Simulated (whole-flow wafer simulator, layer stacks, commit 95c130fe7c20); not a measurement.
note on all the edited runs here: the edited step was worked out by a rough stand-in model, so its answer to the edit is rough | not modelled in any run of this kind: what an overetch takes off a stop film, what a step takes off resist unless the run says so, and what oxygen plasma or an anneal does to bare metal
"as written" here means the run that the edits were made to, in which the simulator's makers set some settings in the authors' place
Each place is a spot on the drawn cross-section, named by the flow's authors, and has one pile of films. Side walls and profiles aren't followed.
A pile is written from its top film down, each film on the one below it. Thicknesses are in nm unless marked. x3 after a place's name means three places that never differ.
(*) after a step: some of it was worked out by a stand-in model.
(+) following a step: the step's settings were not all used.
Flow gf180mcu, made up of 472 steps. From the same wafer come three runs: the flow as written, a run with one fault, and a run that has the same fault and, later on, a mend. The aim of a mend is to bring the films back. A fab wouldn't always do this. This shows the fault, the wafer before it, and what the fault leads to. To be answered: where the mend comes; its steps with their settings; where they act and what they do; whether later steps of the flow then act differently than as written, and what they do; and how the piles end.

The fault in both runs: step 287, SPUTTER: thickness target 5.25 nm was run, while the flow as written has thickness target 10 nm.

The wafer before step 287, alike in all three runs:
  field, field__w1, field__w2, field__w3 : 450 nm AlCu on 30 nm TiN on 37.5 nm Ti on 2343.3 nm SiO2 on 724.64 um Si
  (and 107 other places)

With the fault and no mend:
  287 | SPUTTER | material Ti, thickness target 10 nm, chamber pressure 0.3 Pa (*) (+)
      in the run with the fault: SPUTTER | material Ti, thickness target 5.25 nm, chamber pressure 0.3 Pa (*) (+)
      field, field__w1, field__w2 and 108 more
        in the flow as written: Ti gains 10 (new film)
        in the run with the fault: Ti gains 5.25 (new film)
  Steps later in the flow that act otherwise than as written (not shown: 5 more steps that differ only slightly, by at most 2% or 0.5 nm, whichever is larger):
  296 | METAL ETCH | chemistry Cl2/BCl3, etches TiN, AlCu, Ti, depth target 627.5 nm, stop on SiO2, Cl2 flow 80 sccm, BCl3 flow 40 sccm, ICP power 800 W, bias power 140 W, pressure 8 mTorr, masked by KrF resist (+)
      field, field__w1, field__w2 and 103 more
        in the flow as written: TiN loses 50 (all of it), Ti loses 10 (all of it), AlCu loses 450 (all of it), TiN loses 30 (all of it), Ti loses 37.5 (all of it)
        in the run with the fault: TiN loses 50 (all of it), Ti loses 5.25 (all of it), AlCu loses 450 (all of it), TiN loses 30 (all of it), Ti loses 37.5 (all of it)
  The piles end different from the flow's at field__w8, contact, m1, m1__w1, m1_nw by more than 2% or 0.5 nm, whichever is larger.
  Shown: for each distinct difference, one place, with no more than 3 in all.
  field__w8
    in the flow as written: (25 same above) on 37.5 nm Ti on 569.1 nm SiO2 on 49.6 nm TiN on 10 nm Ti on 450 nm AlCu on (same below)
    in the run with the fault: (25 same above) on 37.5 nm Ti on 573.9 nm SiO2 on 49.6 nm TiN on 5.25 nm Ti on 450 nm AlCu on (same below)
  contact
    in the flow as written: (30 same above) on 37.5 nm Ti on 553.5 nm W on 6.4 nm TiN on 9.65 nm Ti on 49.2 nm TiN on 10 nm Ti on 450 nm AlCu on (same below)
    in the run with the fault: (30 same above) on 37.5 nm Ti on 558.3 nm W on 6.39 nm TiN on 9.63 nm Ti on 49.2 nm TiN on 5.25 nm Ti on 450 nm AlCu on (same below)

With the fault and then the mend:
  The mend follows step 287.
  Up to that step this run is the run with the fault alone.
  287a | SPUTTER | material Ti, thickness target 4.75 nm, chamber pressure 0.3 Pa (*) (+) (the flow's step 287, run once more with other settings)
      field, field__w1, field__w2 and 108 more
        Ti gains 4.75
  Every later step of the flow that is run acts as written at every place that is followed.
  The piles end the same as the flow's at every place that both follow.
